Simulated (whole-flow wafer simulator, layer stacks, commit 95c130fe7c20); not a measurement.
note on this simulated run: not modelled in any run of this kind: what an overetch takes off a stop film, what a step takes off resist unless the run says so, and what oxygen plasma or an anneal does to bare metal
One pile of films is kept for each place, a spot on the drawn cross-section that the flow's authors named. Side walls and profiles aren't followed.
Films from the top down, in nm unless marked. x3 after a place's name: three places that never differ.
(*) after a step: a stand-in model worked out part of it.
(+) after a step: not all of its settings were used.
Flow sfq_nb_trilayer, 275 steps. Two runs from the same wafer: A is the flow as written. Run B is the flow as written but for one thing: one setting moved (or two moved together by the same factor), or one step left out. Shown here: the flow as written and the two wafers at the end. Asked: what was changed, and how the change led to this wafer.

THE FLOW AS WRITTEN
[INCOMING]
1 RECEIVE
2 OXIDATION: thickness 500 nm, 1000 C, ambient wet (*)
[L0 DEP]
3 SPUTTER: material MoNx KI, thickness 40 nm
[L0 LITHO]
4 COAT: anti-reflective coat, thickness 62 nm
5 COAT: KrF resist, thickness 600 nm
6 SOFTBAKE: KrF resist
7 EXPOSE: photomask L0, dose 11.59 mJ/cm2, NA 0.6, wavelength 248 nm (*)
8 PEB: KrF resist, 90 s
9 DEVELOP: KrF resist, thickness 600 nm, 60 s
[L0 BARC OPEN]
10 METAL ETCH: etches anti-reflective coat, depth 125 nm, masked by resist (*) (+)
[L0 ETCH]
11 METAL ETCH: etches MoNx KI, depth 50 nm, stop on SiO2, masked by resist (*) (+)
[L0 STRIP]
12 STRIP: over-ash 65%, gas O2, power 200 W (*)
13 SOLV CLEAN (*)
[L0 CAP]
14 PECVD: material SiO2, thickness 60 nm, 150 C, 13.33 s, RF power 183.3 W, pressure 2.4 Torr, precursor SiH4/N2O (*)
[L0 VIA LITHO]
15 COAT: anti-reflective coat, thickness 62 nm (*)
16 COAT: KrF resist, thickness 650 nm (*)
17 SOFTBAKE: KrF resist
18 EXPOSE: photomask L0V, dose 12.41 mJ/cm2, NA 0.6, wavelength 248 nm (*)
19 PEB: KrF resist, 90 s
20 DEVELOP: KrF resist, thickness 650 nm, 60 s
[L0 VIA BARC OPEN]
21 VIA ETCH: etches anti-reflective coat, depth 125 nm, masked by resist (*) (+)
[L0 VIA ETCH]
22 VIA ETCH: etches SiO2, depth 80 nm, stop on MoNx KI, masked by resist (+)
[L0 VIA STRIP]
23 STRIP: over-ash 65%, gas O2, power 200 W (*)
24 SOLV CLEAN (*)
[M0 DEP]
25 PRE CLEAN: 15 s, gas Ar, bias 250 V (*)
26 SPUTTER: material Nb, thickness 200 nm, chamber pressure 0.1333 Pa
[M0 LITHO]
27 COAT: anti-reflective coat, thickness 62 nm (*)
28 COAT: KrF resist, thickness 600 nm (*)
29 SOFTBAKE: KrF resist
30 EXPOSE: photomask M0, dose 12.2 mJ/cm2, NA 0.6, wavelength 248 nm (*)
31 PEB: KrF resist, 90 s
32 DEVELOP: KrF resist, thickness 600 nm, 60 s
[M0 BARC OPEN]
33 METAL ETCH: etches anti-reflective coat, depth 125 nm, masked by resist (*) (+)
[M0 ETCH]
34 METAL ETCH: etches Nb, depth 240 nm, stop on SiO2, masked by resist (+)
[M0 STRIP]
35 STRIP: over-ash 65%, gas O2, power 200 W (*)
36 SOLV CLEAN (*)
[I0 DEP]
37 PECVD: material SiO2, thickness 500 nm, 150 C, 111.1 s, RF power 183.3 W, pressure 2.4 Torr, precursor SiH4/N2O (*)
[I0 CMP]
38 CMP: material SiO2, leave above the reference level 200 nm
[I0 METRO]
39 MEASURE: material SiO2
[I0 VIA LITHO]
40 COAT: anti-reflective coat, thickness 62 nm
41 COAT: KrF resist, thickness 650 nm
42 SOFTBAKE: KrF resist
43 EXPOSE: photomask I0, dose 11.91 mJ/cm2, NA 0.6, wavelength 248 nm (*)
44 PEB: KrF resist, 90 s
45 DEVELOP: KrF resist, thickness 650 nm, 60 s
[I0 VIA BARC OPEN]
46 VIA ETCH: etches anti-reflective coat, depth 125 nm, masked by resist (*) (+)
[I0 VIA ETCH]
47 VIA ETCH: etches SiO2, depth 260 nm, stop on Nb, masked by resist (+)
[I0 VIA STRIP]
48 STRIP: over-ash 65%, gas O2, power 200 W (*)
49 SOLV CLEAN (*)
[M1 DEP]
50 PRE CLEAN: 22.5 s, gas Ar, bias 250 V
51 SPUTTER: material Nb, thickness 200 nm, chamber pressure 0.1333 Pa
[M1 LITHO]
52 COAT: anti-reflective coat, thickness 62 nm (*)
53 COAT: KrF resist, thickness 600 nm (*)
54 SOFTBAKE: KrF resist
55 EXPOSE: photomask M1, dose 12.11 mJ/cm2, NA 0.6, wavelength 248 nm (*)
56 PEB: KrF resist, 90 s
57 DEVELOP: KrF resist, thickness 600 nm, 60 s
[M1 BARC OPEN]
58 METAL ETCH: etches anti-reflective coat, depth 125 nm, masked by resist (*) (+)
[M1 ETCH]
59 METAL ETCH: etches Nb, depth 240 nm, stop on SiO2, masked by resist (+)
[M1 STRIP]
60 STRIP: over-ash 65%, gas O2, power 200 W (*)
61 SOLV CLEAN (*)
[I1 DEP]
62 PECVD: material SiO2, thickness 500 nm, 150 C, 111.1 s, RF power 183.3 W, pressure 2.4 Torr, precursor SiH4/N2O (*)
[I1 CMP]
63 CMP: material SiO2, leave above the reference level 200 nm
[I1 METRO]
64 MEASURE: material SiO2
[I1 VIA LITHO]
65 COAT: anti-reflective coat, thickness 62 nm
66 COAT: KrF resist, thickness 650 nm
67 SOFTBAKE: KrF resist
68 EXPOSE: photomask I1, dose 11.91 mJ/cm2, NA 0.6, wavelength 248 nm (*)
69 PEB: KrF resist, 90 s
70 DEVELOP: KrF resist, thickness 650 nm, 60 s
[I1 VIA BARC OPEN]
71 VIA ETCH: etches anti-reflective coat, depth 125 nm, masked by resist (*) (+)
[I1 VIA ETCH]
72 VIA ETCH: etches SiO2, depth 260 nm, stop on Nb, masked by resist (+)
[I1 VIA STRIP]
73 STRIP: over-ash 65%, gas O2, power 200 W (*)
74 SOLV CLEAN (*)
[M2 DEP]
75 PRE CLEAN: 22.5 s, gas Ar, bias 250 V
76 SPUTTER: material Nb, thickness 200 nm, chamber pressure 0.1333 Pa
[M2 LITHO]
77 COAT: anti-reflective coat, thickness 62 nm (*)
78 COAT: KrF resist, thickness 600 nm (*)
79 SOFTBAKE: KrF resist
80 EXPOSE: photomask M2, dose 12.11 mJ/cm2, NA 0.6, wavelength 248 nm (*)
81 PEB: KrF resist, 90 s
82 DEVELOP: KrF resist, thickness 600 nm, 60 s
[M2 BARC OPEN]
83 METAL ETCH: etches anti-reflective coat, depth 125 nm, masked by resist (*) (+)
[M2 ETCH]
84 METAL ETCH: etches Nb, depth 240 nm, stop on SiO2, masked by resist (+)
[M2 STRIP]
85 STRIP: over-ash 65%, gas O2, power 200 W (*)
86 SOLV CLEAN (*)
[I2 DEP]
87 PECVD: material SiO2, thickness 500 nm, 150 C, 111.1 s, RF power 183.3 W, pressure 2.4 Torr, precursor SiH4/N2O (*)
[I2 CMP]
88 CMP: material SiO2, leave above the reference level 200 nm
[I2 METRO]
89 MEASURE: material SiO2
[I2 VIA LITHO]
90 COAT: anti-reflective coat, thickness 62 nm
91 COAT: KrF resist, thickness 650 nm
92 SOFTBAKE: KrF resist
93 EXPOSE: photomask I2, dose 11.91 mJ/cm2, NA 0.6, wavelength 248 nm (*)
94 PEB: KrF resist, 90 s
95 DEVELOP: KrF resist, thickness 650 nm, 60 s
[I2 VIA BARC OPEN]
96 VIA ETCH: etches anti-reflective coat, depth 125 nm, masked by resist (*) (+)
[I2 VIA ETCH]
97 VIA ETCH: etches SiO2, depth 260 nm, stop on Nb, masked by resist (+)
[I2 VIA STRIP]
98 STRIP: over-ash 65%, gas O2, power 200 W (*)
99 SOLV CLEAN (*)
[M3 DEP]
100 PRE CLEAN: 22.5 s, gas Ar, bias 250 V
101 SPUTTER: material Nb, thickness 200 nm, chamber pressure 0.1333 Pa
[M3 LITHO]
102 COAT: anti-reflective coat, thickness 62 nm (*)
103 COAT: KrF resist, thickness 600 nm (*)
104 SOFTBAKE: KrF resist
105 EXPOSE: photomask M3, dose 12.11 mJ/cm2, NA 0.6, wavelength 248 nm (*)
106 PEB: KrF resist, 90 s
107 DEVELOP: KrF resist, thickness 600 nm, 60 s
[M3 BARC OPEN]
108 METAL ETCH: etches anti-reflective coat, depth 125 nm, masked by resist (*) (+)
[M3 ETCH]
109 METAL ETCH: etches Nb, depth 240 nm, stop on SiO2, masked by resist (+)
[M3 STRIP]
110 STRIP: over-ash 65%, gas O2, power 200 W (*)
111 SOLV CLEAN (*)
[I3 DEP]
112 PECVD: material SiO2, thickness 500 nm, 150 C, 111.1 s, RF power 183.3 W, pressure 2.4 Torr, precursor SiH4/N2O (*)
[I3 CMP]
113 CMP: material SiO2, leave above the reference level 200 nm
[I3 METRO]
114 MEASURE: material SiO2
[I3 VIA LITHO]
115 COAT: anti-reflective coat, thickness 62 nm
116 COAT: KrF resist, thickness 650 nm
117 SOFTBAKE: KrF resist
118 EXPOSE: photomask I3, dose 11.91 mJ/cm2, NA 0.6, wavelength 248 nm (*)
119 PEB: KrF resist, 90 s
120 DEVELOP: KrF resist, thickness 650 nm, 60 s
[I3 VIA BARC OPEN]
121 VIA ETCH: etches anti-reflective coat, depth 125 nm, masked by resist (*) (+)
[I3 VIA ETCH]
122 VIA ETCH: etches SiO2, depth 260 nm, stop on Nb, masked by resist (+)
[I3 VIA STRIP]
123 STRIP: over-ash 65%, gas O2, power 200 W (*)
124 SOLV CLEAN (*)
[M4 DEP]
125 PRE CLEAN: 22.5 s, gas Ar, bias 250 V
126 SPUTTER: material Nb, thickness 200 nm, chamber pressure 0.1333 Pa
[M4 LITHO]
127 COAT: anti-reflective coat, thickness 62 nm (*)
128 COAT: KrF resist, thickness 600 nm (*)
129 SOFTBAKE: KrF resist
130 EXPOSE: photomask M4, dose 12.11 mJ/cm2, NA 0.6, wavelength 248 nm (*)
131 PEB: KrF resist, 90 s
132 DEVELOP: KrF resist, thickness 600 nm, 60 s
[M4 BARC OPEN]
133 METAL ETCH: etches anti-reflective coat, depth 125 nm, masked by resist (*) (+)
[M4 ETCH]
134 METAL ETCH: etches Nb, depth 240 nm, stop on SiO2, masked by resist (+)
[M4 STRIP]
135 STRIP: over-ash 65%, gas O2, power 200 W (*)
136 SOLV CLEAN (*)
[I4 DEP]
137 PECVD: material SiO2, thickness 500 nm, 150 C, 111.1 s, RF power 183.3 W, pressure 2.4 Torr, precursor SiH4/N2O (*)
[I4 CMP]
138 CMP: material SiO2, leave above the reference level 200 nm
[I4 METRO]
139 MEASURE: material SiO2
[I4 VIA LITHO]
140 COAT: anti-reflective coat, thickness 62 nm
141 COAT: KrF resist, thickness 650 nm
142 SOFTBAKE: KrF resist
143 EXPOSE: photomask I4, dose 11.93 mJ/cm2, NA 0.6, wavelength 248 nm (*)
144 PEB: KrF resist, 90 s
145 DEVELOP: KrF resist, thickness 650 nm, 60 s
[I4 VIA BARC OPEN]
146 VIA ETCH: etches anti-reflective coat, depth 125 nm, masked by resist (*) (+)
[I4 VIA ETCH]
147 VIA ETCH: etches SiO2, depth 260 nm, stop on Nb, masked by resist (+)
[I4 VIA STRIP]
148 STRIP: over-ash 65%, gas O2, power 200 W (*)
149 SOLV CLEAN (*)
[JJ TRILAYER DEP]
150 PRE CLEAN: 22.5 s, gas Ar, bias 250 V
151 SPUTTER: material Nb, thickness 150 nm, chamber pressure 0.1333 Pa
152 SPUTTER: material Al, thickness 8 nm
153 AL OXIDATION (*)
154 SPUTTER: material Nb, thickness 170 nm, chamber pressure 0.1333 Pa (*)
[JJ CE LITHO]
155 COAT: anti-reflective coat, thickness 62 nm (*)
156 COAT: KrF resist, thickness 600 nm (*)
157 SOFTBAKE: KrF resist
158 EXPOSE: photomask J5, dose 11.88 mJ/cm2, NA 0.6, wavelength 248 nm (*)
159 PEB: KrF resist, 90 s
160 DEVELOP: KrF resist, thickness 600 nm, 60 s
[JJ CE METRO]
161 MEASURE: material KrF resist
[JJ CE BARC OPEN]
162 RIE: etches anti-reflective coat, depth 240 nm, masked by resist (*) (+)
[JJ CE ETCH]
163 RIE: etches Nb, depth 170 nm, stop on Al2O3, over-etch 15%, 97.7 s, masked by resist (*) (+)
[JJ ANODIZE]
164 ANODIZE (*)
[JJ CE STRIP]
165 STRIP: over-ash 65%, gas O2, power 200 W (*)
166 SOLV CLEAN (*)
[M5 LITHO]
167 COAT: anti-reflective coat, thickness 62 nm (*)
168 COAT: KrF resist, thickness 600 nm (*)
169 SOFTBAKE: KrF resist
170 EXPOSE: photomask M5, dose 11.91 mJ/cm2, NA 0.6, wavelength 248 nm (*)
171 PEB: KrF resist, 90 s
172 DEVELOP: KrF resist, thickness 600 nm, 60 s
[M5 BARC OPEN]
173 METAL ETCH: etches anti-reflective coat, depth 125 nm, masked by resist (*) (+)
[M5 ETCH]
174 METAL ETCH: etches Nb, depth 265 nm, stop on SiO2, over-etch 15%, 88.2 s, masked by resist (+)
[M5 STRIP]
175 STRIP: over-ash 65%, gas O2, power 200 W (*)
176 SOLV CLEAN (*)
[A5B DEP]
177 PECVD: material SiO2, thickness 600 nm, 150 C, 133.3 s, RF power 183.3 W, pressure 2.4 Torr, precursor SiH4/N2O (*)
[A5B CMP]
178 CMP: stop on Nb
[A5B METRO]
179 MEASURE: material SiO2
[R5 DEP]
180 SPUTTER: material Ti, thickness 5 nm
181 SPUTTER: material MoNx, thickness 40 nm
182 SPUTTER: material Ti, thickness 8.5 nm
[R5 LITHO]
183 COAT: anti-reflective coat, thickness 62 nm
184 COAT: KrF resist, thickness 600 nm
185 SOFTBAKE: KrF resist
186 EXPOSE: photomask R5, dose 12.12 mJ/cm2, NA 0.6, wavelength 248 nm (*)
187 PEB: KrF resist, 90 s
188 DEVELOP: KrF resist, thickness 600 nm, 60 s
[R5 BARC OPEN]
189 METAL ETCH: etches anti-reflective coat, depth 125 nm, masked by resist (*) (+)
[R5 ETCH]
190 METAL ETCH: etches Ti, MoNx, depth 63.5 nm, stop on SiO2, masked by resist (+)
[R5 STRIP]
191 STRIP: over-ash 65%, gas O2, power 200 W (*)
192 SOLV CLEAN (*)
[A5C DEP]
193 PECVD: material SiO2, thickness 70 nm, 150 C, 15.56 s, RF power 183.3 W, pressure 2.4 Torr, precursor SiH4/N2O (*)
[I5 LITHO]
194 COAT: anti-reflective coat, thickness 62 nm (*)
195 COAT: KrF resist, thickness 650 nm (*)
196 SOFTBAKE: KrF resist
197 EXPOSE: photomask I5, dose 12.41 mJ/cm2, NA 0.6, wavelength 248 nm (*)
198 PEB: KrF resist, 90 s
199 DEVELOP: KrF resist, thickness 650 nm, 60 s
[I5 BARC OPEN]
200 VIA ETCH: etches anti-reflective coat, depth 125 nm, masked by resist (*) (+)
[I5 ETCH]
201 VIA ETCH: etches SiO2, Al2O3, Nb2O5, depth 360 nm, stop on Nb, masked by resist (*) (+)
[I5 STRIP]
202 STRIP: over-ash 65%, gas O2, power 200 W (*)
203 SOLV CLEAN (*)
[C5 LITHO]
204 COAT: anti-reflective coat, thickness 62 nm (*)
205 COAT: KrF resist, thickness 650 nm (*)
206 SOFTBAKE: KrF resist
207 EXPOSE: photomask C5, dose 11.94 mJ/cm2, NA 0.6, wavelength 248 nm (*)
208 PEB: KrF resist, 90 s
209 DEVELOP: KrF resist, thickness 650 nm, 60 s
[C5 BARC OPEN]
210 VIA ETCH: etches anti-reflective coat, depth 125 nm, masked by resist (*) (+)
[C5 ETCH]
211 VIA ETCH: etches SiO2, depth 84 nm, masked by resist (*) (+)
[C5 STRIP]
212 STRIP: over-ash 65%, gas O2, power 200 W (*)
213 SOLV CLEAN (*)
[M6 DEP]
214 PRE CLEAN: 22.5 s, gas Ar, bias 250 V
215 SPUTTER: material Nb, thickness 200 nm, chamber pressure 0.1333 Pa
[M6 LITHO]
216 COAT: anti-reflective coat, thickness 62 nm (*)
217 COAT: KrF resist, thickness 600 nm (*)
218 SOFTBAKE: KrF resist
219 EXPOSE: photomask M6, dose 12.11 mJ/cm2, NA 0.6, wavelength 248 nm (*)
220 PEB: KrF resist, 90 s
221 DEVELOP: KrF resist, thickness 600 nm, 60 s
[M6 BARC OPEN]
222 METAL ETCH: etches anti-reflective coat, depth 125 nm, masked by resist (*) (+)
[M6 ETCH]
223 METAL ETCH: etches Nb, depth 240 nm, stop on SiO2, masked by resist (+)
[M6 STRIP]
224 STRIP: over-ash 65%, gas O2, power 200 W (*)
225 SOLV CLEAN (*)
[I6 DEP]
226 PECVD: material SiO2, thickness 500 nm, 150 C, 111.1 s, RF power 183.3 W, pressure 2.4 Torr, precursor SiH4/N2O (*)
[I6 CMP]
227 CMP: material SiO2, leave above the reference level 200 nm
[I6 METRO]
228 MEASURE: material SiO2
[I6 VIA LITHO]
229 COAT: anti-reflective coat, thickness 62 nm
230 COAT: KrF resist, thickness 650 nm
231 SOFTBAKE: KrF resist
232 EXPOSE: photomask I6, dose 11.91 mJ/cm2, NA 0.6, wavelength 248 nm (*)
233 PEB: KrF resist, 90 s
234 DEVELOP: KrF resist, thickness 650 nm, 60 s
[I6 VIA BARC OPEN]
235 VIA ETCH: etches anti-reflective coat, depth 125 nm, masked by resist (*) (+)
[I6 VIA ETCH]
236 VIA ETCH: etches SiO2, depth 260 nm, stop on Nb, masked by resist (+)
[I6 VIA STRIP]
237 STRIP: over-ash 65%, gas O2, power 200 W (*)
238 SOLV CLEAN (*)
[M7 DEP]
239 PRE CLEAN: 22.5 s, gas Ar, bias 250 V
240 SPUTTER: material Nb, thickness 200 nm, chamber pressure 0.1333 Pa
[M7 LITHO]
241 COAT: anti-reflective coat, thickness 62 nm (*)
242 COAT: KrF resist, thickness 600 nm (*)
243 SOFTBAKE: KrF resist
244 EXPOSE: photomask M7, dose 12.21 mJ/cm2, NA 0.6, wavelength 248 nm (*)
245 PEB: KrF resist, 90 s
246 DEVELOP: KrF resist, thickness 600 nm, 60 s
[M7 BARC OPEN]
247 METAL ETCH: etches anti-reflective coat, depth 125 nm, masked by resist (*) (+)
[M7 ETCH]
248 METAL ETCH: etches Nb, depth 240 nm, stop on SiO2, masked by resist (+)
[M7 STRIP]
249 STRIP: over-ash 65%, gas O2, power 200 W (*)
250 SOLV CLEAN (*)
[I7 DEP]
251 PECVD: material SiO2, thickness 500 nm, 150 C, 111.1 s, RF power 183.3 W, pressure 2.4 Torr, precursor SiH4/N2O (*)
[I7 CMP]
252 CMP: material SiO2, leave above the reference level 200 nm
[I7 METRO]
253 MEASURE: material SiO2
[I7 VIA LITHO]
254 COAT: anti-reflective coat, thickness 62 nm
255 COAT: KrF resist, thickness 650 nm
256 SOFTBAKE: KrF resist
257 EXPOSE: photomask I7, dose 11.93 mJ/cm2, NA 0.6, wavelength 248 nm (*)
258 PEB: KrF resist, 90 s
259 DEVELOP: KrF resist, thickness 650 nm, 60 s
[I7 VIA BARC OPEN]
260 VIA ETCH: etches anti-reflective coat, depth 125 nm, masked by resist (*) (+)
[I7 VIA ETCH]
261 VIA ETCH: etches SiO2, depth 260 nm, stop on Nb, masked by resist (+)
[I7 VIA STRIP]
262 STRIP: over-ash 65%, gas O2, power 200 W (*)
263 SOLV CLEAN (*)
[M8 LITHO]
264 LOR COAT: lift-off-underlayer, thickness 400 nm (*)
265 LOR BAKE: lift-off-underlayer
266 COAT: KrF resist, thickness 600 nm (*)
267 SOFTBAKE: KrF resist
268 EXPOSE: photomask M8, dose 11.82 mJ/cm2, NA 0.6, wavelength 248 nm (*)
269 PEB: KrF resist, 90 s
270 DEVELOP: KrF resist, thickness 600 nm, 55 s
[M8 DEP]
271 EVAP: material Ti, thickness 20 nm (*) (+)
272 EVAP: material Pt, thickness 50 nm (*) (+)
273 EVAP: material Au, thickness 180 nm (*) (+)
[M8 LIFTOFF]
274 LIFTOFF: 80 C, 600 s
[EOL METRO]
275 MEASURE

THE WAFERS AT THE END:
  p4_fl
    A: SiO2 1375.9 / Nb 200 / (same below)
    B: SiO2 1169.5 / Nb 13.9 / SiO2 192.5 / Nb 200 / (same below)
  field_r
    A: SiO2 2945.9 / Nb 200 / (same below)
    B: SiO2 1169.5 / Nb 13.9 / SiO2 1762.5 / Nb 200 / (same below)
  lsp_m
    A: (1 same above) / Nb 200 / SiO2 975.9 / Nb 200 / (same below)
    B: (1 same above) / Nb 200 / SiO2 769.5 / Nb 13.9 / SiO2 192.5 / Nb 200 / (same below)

The cause: step 174, METAL ETCH: depth 146 nm was run, where the flow has depth 265 nm; step 174, METAL ETCH: 48.5 s was run, where the flow has 88.2 s.

How the change led to this, step by step:
  174 METAL ETCH: etches Nb, depth 265 nm, stop on SiO2, over-etch 15%, 88.2 s, masked by resist (+)
      field_l, r_sur, res and 50 more: A Al2O3 -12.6 (all of it), Nb2O5 -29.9 (all of it), Nb -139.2 (all of it), SiO2 -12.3 | B Al2O3 -12.6 (all of it), Nb2O5 -29.9 (all of it), Nb -125.3
      v_sur, via_wl, via_w and 40 more: A KrF resist -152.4 | B KrF resist -84
      (and at 10 more places)
  175 STRIP: over-ash 65%, gas O2, power 200 W (*)
      l0r_line_l, l0r_line_c, l0r_space_c and 27 more: A KrF resist -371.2 (all of it), anti-reflective coat -62 (all of it) | B KrF resist -439.6 (all of it), anti-reflective coat -62 (all of it)
      v_sur: A KrF resist -349.2 (all of it), anti-reflective coat -44.9 (all of it) | B KrF resist -417.6 (all of it), anti-reflective coat -44.9 (all of it)
      (and at 22 more places)
  177 PECVD: material SiO2, thickness 600 nm, 150 C, 133.3 s, RF power 183.3 W, pressure 2.4 Torr, precursor SiH4/N2O (*)
      field_l, p4_fl, p4_fm and 39 more: A SiO2 +600 | B SiO2 +600 (new film)
      r_sur, res, r_end, moat, field_r, lsp_l: A SiO2 +592.9 | B SiO2 +593.9 (new film)
      (and at 5 more places)
  178 CMP: stop on Nb
      field_l, p4_fl, p4_fm and 39 more: A SiO2 -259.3 | B SiO2 -285.5
      r_sur, res, r_end, moat, field_r, lsp_l: A SiO2 -252.3 | B SiO2 -279.4
      (and at 5 more places)
Counting metal films that touch as one body, p4_fl has 3 bodies (between them, from the top down: SiO2 192.5; SiO2 1370); the flow as written gives 2 bodies (between them, from the top down: SiO2 1370).
Counting metal films that touch as one body, field_r has 2 bodies (between them, from the top down: SiO2 1762.5); the flow as written gives 1 body.
Counting metal films that touch as one body, lsp_m has 4 bodies (between them, from the top down: SiO2 769.5; SiO2 192.5; SiO2 1370); the flow as written gives 3 bodies (between them, from the top down: SiO2 975.9; SiO2 1370).
